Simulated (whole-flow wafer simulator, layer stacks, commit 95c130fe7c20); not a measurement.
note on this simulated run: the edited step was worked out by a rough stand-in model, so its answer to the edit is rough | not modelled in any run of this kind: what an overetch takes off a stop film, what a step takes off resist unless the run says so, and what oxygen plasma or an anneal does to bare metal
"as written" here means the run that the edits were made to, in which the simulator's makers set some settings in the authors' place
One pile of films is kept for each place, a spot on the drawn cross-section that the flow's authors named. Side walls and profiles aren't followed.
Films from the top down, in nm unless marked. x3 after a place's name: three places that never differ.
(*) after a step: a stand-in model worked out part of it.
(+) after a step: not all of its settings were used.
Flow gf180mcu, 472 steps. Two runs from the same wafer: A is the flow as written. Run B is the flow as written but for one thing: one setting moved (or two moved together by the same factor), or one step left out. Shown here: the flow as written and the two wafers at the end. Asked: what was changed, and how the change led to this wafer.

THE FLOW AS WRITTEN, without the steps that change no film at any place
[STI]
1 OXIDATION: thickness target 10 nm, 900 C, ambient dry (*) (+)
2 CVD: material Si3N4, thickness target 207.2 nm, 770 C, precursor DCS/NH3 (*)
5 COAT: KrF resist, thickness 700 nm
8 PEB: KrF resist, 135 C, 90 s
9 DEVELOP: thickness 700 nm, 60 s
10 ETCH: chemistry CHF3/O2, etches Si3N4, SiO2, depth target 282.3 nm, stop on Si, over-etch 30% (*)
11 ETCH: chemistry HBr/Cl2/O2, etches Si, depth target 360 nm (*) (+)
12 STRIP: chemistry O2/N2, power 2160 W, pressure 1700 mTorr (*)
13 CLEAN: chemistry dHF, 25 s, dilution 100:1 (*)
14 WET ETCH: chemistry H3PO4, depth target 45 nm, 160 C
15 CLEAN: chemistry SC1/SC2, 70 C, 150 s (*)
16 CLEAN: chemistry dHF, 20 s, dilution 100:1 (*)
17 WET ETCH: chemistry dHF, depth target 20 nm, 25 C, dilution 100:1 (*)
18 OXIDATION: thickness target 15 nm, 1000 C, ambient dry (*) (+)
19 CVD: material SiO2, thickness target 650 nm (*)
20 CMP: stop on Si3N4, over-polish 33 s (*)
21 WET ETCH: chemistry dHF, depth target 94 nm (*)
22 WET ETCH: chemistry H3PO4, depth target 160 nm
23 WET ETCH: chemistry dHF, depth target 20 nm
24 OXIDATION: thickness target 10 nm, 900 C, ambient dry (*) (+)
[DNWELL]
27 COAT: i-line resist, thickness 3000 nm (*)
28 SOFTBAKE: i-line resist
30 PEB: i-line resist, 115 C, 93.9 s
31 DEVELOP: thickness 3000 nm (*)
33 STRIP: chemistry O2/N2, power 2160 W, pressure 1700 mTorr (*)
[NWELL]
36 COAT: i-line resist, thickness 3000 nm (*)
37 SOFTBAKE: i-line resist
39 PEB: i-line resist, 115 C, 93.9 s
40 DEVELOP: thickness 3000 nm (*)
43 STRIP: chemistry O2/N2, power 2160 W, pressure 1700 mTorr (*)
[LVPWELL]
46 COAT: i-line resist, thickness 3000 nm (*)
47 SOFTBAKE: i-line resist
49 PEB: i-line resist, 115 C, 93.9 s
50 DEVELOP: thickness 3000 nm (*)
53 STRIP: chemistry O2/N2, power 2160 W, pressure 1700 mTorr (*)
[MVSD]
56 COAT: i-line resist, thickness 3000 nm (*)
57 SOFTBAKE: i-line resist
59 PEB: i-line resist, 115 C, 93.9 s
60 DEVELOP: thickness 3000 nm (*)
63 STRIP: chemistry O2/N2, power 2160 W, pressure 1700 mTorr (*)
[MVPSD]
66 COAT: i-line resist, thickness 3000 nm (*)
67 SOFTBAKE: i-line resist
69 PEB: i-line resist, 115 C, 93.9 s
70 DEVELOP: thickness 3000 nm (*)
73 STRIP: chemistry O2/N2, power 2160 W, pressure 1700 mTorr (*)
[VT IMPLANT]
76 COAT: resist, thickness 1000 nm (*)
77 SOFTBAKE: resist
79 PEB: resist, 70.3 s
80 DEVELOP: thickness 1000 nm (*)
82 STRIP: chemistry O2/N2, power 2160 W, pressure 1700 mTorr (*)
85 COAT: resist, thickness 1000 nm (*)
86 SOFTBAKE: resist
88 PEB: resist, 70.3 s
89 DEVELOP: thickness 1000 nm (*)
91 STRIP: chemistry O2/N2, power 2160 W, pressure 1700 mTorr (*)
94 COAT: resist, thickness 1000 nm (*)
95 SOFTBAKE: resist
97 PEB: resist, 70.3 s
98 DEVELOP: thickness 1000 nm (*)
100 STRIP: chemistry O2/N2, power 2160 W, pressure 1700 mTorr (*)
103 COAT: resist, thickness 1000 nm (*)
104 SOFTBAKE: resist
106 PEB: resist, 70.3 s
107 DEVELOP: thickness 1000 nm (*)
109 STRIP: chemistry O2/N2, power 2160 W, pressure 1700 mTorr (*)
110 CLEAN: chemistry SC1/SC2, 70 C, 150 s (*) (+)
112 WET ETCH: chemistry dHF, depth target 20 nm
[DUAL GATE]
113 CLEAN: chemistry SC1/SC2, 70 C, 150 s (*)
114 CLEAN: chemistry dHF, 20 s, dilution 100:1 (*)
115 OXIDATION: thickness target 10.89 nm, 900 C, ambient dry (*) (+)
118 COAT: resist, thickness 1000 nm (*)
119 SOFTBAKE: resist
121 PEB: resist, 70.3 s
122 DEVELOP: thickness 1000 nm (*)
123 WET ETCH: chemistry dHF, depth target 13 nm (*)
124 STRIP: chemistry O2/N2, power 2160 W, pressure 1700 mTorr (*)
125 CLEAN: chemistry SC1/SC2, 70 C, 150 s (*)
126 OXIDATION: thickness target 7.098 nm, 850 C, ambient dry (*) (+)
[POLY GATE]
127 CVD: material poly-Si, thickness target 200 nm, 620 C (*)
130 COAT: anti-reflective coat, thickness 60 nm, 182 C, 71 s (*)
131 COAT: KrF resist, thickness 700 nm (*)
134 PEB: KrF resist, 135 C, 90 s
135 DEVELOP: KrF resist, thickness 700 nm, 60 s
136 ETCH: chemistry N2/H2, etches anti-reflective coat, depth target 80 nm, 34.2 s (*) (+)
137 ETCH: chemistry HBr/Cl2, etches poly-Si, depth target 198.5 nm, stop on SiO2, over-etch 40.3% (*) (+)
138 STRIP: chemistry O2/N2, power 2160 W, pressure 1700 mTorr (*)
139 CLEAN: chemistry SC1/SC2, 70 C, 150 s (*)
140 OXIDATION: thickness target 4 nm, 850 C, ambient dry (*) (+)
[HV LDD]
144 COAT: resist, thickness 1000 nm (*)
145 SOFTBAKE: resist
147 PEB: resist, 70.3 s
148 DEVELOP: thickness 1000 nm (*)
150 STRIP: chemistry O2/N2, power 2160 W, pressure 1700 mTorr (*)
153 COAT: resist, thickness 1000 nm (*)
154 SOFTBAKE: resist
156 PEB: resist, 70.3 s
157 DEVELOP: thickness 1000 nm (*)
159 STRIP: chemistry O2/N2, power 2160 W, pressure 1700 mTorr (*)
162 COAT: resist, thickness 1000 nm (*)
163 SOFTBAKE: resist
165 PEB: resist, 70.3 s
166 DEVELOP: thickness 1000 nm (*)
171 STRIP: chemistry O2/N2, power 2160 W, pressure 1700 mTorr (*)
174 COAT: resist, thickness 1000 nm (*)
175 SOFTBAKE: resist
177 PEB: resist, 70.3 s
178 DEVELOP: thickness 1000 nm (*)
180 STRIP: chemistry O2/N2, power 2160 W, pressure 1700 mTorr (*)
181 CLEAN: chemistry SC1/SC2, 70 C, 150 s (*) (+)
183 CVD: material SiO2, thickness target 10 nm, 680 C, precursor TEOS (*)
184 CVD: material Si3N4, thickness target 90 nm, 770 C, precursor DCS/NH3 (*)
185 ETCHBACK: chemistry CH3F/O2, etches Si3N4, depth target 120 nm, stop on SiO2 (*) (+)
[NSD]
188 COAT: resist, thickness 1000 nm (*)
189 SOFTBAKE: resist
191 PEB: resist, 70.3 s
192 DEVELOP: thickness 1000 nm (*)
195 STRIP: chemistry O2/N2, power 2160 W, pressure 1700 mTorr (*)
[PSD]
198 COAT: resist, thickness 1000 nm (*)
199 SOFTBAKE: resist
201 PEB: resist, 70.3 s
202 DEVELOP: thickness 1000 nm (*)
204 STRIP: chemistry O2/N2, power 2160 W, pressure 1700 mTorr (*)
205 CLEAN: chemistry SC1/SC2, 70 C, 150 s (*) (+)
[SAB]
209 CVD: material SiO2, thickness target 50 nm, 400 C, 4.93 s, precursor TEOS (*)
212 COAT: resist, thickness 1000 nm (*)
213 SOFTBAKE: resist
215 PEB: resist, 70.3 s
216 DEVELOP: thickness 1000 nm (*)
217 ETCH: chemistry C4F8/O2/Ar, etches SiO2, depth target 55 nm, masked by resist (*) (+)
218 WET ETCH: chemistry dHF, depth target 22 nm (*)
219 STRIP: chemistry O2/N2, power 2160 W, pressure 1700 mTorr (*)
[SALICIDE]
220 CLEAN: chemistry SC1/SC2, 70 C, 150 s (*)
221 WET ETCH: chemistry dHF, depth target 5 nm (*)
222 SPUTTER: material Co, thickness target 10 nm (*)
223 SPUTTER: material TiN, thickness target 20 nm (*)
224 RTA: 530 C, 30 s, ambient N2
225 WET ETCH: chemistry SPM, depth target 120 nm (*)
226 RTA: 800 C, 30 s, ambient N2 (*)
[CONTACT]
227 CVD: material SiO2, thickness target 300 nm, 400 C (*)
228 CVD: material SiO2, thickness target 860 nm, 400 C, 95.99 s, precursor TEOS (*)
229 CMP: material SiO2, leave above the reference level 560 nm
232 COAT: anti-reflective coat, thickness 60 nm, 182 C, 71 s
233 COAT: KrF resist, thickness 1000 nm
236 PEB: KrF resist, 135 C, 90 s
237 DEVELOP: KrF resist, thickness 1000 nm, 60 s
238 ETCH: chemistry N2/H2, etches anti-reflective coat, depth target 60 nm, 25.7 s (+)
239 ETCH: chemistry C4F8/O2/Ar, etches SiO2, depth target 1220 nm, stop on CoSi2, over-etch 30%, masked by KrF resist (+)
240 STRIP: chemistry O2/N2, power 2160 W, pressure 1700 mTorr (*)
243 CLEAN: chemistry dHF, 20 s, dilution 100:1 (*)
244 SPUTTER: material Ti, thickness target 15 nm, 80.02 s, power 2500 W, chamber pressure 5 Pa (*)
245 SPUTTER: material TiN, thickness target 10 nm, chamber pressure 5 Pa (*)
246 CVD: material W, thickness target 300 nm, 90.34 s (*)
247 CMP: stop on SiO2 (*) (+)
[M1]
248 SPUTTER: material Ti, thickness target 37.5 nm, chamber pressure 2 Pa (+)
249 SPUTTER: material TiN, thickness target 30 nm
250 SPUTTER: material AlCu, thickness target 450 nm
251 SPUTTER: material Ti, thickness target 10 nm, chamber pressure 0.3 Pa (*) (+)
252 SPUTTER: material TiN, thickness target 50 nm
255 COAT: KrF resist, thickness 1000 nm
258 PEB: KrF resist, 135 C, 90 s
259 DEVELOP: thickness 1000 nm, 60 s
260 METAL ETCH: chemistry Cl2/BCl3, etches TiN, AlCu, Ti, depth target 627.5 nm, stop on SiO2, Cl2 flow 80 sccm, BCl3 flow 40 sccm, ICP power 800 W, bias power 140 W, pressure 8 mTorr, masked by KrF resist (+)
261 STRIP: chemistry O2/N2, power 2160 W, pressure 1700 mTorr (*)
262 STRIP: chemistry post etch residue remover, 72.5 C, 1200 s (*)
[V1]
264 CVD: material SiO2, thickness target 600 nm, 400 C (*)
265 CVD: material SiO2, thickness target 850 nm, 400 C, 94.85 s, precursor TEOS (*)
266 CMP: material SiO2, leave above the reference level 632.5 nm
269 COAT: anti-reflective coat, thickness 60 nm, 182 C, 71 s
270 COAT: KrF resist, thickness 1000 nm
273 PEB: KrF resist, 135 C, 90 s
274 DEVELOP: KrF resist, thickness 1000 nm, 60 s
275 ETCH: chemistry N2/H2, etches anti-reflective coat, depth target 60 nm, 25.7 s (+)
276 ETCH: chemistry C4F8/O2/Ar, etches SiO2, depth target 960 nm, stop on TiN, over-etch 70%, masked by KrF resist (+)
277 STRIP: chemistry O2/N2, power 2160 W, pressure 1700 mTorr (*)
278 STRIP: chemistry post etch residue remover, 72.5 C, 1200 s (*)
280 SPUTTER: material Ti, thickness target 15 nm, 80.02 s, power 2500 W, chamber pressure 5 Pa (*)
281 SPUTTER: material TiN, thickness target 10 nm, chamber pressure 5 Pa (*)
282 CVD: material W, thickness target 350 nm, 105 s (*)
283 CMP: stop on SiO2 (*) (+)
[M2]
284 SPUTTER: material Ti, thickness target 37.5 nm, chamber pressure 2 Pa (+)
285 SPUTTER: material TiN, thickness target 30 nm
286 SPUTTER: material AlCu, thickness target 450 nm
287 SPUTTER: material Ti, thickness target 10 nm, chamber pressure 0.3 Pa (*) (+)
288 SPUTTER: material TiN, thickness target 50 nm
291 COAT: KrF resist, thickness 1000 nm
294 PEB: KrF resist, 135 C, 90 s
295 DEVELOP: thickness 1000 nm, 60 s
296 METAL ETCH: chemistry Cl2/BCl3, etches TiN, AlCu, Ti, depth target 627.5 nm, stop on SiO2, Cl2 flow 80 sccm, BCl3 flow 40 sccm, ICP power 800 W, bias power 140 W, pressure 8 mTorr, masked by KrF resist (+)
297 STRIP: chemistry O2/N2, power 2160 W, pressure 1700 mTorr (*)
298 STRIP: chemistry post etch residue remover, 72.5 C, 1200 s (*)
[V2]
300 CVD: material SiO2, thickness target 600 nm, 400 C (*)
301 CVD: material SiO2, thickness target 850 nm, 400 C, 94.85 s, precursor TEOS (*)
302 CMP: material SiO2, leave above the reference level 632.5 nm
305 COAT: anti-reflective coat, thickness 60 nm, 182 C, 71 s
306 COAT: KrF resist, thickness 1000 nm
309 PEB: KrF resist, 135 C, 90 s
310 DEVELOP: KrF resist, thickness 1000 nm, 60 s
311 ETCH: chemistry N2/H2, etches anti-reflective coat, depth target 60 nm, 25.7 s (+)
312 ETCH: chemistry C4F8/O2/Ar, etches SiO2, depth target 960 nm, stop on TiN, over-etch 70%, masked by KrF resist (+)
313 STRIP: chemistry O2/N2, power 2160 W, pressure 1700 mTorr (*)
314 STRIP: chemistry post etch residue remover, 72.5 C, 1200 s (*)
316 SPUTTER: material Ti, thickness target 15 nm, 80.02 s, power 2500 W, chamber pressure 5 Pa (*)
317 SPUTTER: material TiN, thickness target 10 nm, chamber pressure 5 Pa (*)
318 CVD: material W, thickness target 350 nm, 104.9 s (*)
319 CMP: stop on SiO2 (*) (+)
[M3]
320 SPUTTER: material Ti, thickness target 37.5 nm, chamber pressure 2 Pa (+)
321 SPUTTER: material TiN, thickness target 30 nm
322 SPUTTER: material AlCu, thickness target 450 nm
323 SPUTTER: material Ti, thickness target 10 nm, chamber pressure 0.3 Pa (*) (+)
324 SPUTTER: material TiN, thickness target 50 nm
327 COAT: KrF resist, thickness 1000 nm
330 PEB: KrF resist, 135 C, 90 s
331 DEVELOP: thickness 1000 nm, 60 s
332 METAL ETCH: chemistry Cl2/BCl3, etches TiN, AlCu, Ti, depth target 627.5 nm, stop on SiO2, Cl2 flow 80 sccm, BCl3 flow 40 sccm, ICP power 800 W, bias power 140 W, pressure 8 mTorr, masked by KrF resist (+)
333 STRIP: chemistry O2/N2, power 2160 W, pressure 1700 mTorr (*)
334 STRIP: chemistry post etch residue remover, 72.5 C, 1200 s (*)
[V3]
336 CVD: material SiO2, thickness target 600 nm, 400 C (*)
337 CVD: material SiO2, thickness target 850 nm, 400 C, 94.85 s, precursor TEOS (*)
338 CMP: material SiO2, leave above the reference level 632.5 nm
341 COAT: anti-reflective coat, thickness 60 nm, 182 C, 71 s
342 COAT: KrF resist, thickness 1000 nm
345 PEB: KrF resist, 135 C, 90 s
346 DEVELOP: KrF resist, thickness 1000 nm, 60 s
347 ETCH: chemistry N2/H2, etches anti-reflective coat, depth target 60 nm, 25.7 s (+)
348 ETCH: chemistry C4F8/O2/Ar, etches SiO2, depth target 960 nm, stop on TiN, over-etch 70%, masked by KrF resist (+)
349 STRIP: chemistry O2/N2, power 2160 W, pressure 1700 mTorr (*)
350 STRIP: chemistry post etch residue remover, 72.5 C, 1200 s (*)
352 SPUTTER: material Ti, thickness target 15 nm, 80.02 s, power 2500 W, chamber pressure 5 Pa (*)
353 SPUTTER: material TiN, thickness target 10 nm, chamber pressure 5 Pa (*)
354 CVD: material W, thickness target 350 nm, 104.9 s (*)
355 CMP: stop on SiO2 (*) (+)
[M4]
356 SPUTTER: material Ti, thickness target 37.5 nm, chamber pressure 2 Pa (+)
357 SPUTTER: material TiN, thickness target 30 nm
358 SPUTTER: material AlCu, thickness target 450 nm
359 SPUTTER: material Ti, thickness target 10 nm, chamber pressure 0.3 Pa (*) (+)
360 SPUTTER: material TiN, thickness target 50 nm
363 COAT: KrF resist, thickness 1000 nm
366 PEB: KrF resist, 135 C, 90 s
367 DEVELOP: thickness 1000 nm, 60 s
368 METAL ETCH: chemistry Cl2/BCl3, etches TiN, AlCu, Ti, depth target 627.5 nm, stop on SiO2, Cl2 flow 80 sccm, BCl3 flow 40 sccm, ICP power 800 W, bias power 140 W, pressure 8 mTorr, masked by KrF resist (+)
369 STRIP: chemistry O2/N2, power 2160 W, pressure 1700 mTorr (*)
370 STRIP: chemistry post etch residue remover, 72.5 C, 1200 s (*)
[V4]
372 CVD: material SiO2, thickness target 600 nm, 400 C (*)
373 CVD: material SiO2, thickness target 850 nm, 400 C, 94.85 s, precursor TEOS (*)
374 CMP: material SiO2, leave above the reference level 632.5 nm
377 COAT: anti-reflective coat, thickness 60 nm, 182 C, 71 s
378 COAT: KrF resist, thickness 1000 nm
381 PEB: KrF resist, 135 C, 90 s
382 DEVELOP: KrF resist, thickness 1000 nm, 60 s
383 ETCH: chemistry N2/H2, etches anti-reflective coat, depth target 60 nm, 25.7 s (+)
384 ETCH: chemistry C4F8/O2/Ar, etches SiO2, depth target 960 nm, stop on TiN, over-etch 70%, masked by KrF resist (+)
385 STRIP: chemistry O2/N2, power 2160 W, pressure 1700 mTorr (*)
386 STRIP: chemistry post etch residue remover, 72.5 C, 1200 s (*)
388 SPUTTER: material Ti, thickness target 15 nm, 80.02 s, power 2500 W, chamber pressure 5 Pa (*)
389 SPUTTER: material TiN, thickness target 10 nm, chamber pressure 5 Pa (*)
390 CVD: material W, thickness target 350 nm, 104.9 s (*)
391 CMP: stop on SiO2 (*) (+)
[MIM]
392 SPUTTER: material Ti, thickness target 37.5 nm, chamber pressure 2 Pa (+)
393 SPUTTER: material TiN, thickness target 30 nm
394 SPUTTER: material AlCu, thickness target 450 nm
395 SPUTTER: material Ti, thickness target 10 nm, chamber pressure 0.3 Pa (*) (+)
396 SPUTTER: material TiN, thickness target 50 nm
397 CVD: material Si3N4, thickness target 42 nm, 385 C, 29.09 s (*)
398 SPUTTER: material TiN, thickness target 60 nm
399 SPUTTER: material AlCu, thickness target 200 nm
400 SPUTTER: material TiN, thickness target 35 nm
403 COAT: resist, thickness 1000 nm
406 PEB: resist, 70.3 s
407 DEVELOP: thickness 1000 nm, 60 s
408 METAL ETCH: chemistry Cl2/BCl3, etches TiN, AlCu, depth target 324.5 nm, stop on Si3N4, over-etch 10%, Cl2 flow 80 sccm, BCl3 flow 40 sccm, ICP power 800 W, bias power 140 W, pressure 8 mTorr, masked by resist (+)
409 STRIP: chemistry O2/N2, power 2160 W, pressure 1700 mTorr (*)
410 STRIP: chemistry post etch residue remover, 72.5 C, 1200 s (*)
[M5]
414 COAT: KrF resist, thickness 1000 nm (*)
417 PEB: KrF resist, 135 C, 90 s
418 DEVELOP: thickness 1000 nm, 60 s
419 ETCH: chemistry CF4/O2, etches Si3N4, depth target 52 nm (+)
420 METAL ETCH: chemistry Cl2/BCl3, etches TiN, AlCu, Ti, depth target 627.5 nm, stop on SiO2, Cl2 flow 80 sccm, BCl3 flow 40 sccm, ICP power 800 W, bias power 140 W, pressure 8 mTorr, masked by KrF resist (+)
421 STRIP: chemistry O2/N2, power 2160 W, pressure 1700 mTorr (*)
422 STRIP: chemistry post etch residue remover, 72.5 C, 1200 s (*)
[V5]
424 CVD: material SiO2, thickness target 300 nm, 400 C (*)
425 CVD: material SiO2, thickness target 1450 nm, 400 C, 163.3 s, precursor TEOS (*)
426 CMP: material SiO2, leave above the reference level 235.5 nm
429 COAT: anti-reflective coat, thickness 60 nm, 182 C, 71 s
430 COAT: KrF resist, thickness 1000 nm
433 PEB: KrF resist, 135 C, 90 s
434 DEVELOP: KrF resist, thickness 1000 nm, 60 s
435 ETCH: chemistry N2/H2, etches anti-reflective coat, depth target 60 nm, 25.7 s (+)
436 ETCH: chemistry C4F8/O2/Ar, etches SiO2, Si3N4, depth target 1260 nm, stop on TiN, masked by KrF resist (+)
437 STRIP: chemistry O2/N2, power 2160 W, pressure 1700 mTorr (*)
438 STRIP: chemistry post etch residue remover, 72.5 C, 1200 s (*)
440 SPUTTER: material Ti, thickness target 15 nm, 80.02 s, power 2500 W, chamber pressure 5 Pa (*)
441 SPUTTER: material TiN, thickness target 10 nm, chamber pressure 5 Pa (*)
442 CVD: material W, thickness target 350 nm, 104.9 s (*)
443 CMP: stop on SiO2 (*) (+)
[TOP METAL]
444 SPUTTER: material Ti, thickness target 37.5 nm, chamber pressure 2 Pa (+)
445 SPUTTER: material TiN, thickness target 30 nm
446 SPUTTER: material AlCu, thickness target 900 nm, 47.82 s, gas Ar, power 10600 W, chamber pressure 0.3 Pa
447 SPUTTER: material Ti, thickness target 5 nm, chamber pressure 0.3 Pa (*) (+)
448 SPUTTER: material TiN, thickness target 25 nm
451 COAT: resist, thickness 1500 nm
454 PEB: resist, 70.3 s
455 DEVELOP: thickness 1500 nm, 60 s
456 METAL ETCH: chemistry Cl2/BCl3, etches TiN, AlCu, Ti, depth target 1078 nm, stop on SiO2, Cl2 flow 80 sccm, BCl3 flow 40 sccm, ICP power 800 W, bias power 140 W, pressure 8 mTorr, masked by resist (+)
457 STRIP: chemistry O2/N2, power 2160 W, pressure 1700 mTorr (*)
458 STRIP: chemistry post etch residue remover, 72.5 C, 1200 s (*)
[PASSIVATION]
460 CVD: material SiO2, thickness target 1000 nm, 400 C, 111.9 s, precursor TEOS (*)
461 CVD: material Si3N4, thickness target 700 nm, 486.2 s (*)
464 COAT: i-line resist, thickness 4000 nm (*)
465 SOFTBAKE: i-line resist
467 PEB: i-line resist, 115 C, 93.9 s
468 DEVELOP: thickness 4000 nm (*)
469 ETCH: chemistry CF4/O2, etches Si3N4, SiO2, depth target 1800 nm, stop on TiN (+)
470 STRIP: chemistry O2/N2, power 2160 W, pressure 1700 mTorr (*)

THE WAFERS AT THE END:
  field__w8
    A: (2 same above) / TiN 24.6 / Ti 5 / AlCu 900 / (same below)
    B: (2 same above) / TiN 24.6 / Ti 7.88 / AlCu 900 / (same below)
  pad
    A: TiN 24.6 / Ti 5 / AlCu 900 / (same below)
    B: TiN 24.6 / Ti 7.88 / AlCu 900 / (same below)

The cause: step 447, SPUTTER: thickness target 7.88 nm was run, where the flow has thickness target 5 nm.
It can be read off the wafer: field__w8 has Ti 7.88, and step 447 as written asks for 5 nm.

How the change led to this, step by step:
  447 SPUTTER: material Ti, thickness target 5 nm, chamber pressure 0.3 Pa (*) (+)
      field, field__w1, field__w2 and 109 more: A Ti +5 (new film) | B Ti +7.88 (new film)
  456 METAL ETCH: chemistry Cl2/BCl3, etches TiN, AlCu, Ti, depth target 1078 nm, stop on SiO2, Cl2 flow 80 sccm, BCl3 flow 40 sccm, ICP power 800 W, bias power 140 W, pressure 8 mTorr, masked by resist (+)
      field, field__w1, field__w2 and 103 more: A TiN -25 (all of it), Ti -5 (all of it), AlCu -900 (all of it), TiN -30 (all of it), Ti -37.5 (all of it) | B TiN -25 (all of it), Ti -7.88 (all of it), AlCu -900 (all of it), TiN -30 (all of it), Ti -37.5 (all of it)
